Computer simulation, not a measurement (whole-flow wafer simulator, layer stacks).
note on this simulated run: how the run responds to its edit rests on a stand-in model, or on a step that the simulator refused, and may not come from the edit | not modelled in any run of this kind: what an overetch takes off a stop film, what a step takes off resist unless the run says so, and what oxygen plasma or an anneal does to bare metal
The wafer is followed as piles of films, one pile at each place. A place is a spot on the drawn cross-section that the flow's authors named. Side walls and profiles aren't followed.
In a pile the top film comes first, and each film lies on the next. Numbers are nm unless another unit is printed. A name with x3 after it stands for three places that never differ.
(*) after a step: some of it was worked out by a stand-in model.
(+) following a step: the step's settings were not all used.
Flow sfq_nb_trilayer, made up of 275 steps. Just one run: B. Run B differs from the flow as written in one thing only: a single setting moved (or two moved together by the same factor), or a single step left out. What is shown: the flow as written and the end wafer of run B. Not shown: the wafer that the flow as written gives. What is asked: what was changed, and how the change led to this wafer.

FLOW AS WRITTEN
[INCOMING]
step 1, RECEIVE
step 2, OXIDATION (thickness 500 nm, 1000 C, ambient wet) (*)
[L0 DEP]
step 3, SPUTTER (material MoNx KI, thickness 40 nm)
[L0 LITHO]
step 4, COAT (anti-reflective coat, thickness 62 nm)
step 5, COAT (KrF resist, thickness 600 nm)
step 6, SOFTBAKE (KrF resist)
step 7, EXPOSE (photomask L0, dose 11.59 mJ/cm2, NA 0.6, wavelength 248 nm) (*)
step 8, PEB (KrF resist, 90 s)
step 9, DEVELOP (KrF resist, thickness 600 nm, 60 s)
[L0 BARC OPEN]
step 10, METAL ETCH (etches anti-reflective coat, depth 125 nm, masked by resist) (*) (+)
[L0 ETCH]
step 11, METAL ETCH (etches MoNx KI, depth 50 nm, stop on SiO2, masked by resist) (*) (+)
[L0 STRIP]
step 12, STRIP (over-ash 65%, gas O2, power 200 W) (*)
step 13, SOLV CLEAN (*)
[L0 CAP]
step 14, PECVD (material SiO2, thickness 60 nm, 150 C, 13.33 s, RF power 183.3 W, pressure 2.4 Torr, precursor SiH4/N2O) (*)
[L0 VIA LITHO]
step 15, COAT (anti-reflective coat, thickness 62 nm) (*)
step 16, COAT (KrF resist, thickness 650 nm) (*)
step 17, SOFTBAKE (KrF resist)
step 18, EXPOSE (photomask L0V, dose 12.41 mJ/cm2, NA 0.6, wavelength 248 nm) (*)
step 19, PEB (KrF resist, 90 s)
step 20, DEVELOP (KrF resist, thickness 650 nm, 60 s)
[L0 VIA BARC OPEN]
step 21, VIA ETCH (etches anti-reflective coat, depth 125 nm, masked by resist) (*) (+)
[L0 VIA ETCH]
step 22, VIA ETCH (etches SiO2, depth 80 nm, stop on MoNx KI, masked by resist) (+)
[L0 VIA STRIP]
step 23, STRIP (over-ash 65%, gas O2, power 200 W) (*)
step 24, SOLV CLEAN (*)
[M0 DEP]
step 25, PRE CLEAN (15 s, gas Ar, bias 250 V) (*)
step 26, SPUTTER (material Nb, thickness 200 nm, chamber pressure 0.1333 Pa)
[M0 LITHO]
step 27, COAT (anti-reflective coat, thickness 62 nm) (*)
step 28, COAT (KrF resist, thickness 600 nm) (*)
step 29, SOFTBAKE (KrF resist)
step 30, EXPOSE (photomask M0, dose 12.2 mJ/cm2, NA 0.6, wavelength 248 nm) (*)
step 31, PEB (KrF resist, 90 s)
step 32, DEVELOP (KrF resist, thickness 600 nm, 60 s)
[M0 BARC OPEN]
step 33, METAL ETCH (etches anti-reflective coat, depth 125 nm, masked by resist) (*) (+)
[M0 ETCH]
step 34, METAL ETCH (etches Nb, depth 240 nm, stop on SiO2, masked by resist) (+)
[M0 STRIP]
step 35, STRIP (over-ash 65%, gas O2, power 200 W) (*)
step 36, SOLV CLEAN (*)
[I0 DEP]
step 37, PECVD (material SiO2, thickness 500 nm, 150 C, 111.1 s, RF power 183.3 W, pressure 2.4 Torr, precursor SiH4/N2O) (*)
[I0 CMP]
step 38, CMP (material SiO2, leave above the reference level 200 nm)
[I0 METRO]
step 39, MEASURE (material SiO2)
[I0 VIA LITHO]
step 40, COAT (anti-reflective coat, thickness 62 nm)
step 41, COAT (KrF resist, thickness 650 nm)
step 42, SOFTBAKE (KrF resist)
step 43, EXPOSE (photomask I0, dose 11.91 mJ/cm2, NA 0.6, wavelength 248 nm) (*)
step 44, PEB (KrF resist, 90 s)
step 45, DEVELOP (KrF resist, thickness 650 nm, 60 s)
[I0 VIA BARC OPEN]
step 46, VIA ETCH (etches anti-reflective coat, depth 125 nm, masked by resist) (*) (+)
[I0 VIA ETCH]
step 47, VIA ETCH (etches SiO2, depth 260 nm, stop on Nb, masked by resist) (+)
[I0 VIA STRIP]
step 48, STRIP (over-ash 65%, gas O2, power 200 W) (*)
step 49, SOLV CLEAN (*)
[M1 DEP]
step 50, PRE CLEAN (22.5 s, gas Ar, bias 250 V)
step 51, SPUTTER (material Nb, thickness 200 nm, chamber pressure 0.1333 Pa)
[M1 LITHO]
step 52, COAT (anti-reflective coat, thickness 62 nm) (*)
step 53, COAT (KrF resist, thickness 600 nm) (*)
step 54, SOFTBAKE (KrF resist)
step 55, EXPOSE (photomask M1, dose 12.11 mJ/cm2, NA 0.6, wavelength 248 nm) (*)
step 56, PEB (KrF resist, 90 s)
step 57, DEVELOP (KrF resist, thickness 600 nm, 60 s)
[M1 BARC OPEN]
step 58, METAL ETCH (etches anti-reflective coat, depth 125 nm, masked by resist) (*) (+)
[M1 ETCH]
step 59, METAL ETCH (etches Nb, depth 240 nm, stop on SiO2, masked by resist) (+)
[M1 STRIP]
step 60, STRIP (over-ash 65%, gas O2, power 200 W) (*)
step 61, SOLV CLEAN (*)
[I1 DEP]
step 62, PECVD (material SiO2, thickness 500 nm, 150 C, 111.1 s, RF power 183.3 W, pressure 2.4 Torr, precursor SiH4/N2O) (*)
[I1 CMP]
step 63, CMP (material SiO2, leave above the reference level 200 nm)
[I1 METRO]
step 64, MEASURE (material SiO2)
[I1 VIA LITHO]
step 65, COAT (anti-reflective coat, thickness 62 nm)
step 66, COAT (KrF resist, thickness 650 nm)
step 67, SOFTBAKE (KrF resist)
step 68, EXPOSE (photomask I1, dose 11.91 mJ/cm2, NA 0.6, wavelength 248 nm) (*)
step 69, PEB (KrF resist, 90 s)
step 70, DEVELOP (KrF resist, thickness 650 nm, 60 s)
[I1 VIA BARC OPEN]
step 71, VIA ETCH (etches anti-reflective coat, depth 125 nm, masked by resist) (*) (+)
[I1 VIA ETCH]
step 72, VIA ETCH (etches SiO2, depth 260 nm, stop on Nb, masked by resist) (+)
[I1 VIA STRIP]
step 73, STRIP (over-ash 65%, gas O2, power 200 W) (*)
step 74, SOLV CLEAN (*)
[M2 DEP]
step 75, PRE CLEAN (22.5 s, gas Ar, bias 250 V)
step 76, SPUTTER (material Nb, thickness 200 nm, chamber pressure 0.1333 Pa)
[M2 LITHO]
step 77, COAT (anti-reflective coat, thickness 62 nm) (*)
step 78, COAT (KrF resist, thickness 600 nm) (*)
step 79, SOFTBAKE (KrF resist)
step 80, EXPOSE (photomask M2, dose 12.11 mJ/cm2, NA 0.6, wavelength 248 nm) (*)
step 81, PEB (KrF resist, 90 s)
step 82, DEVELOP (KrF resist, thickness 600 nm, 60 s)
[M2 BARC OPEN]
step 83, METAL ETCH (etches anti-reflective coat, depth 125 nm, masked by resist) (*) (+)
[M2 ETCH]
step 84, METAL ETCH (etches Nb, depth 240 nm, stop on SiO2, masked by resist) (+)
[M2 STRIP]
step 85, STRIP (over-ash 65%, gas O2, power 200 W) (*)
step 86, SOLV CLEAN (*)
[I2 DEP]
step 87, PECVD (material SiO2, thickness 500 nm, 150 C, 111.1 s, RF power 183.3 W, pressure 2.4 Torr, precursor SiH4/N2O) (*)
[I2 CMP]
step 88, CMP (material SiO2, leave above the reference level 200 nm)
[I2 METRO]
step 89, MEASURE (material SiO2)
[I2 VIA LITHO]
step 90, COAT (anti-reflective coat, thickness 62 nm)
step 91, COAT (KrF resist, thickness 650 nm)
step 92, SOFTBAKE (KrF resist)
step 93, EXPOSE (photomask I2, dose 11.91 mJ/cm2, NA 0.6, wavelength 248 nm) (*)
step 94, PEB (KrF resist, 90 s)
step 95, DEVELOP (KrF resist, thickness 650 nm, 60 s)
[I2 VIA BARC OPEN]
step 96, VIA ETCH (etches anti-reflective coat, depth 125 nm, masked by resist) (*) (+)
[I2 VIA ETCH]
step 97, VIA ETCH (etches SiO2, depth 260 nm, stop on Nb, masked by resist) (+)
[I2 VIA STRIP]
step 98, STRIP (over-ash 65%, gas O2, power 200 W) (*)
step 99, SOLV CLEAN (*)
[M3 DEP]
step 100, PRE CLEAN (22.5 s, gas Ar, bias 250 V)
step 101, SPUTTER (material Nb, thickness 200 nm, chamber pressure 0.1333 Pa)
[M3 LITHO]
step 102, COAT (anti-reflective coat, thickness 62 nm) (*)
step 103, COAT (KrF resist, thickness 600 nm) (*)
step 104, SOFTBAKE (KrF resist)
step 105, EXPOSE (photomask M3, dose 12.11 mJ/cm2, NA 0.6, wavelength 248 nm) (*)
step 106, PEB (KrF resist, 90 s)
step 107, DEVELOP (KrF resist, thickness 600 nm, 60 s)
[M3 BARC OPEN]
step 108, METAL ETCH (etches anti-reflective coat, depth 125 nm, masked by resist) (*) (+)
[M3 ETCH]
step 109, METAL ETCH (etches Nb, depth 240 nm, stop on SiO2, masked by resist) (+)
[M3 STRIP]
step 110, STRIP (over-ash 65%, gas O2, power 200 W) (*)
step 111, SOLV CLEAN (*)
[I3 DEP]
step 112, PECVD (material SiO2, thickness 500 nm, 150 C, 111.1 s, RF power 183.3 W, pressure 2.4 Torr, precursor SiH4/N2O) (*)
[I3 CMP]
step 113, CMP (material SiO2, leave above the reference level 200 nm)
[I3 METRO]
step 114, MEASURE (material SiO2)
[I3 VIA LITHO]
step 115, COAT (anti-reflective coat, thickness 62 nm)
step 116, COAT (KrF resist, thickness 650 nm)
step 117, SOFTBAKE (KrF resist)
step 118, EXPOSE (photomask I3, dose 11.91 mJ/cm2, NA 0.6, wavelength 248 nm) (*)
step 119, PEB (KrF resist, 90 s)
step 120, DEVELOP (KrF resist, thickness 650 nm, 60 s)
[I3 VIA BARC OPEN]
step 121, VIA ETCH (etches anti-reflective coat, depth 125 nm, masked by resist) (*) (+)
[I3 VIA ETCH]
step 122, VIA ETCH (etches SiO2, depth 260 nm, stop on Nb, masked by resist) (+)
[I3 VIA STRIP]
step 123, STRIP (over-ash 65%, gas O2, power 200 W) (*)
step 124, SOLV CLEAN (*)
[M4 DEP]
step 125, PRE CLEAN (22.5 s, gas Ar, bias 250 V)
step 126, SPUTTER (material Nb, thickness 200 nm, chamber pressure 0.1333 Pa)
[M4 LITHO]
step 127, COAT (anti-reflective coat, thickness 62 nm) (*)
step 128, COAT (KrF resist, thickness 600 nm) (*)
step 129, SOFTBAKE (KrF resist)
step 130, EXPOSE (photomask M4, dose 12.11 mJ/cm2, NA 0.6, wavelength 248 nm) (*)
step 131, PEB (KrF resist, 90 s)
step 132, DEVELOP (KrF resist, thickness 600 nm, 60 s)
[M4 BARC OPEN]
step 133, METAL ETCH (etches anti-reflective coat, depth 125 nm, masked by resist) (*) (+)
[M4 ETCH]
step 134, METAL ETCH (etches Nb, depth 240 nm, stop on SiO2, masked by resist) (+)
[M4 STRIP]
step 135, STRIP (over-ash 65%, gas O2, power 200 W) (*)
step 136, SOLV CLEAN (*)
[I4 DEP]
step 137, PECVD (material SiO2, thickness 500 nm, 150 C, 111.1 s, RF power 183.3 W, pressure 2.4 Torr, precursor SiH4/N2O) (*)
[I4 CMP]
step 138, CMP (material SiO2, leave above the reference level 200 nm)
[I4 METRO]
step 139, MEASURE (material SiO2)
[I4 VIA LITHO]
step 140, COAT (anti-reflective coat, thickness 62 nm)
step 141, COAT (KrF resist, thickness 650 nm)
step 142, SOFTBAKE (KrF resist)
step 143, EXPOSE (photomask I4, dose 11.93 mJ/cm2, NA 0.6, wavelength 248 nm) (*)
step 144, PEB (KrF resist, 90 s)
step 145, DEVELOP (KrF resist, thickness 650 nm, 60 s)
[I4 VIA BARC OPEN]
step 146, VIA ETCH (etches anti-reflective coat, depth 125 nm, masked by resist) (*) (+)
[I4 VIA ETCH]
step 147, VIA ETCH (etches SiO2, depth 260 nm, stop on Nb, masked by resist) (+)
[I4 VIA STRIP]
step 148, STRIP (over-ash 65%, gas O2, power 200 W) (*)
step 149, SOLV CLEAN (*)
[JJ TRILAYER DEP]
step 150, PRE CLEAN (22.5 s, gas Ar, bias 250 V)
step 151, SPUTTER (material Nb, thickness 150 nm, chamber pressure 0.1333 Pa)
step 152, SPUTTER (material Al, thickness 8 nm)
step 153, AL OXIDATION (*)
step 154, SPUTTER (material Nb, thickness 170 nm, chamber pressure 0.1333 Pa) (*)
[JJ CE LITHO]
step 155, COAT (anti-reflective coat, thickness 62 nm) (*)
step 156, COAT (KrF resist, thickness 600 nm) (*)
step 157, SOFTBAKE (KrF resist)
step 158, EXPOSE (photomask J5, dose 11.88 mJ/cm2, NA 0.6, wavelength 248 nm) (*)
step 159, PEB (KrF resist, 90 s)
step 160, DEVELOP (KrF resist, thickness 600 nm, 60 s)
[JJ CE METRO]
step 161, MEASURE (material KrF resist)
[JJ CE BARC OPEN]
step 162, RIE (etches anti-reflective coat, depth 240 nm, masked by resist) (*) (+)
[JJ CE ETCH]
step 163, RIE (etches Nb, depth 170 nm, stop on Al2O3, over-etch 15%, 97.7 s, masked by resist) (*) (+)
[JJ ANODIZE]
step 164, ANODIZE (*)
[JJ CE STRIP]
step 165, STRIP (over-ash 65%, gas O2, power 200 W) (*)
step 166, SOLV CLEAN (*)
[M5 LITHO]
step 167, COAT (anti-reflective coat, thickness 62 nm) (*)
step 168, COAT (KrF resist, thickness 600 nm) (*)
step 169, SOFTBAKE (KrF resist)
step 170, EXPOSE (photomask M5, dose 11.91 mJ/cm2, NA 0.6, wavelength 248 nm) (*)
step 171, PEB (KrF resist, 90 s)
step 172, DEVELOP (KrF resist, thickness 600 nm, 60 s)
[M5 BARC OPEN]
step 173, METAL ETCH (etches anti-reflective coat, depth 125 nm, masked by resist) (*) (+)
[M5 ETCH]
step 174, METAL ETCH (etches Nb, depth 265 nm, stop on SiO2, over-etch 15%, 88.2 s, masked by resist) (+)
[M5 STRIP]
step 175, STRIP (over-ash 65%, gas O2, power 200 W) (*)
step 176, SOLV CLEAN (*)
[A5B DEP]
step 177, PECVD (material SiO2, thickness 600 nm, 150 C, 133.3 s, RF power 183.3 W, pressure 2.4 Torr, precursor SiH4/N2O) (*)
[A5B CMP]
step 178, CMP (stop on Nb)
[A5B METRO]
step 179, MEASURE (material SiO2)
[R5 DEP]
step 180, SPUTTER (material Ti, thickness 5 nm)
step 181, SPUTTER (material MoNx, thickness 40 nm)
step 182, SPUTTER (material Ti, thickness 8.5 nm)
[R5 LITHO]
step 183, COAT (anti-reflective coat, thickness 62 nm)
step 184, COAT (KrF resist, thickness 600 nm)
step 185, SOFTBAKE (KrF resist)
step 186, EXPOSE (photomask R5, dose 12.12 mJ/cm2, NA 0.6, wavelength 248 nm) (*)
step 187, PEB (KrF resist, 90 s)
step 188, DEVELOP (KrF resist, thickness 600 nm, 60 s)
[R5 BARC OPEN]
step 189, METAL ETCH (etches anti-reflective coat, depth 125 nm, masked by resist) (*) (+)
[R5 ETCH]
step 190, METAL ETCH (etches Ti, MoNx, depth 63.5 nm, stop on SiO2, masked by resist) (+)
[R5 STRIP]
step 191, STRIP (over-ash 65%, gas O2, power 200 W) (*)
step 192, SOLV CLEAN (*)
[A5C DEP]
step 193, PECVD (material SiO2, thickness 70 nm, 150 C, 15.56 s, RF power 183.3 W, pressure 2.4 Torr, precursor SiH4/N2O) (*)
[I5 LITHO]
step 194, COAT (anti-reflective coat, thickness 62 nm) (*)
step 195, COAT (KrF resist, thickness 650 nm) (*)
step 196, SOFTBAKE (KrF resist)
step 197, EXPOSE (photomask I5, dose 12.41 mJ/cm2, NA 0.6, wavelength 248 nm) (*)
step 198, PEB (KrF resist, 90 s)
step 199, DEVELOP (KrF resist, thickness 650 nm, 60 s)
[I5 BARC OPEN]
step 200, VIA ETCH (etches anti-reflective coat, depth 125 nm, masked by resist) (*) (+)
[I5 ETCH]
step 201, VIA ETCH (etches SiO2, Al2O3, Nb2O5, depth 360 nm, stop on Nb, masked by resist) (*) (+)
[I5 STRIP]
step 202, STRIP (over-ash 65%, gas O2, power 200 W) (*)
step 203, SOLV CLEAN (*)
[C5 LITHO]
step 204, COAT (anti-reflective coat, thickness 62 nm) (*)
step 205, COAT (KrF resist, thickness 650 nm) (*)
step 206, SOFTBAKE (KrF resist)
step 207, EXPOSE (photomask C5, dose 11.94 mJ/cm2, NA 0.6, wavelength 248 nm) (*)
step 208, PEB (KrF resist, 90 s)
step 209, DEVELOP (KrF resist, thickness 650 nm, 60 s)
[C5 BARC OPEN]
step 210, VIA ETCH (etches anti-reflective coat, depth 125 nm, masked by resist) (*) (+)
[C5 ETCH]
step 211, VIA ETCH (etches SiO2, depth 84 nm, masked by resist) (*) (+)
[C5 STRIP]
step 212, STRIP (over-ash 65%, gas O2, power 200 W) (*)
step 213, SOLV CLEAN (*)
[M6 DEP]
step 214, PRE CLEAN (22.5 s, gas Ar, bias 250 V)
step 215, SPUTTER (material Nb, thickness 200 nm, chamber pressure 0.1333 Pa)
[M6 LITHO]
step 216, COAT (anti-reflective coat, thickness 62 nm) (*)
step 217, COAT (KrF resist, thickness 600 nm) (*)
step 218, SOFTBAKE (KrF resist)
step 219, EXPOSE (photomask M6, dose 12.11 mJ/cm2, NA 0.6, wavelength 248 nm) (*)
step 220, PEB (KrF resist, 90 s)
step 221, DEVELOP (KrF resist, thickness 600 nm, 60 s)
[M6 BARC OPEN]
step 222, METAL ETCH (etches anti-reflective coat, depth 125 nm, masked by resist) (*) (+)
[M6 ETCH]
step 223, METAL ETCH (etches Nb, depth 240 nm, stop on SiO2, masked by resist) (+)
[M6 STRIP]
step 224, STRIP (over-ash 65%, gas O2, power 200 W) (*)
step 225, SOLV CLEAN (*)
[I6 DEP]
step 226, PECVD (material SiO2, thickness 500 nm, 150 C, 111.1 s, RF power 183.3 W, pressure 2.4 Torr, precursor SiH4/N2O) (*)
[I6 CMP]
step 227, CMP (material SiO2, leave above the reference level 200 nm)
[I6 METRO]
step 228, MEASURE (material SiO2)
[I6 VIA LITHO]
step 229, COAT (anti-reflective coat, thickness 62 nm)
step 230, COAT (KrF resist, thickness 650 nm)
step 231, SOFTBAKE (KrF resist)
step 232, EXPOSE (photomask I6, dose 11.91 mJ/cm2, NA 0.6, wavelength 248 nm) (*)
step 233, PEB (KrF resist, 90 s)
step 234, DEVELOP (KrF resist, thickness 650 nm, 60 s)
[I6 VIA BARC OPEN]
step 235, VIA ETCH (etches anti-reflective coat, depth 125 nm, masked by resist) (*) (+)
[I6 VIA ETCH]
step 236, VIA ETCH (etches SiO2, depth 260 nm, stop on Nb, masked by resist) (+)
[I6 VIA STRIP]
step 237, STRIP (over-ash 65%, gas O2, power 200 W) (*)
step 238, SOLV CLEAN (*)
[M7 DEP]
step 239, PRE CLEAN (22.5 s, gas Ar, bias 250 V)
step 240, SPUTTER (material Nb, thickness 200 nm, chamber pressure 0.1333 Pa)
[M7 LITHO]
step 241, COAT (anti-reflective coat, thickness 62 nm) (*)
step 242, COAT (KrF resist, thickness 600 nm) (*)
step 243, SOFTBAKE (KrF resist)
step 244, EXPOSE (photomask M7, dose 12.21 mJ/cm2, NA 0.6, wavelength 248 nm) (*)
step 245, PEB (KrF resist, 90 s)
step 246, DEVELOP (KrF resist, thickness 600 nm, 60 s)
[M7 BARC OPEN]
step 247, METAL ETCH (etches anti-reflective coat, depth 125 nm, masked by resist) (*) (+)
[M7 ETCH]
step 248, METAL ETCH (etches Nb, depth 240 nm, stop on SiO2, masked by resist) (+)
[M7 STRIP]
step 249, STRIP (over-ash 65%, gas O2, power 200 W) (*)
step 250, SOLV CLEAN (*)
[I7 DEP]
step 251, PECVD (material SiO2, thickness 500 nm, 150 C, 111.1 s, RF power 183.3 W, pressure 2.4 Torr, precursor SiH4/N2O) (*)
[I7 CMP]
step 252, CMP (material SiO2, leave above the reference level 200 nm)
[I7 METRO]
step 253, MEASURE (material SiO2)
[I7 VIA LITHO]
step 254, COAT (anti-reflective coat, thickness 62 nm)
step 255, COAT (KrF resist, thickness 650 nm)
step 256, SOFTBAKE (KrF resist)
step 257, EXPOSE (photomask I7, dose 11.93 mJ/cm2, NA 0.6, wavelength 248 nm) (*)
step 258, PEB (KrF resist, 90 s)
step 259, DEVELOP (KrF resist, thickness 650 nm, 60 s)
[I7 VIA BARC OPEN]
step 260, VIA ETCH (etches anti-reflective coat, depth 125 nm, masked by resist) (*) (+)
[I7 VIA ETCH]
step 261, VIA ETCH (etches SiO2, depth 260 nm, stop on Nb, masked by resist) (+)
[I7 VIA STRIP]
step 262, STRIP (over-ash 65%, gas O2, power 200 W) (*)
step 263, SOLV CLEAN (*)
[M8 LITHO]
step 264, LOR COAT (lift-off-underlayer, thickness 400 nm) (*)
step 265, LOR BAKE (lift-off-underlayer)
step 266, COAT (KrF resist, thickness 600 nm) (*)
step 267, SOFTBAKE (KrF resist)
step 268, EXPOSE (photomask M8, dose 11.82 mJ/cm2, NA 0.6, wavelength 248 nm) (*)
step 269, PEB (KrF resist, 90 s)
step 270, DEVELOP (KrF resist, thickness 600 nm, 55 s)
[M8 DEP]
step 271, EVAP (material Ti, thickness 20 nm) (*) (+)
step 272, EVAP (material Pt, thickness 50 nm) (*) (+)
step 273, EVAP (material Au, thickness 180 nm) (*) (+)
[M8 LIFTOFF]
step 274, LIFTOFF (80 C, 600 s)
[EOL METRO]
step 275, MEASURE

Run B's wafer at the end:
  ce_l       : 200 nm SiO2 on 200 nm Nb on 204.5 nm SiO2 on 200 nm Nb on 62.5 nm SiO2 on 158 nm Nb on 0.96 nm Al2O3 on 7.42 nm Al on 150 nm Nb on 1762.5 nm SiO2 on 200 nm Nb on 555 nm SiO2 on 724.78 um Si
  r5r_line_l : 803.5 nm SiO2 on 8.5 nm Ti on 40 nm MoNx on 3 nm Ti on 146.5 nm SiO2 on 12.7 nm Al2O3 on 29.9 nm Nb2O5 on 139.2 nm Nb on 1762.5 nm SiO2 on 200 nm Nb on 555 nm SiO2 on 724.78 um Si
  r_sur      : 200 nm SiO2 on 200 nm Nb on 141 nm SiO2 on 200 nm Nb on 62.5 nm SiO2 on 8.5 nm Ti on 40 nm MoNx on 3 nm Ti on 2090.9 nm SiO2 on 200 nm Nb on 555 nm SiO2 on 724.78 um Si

Cause: step 180, SPUTTER: thickness 3 nm was run, though the flow has thickness 5 nm.
The wafer lets one read it off: r5r_line_l has Ti 3, and step 180 as written asks for 5 nm.

How this came from the change, step by step:
  step 180, SPUTTER (material Ti, thickness 5 nm)
      field_l, v_sur, via_wl and 103 more: Ti gains 3 (new film) (in the flow as written it would be: Ti gains 5 (new film))
  step 190, METAL ETCH (etches Ti, MoNx, depth 63.5 nm, stop on SiO2, masked by resist) (+)
      field_l, v_sur, via_wl and 92 more: Ti loses 8.5 (all of it), MoNx loses 40 (all of it), Ti loses 3 (all of it) (in the flow as written it would be: Ti loses 8.5 (all of it), MoNx loses 40 (all of it), Ti loses 5 (all of it))
      ce_l, c5j, ce_r, wl_jj: Ti loses 8.5 (all of it), MoNx loses 40 (all of it), Ti loses 3 (all of it), Nb loses 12 (in the flow as written it would be: Ti loses 8.5 (all of it), MoNx loses 40 (all of it), Ti loses 5 (all of it), Nb loses 10)
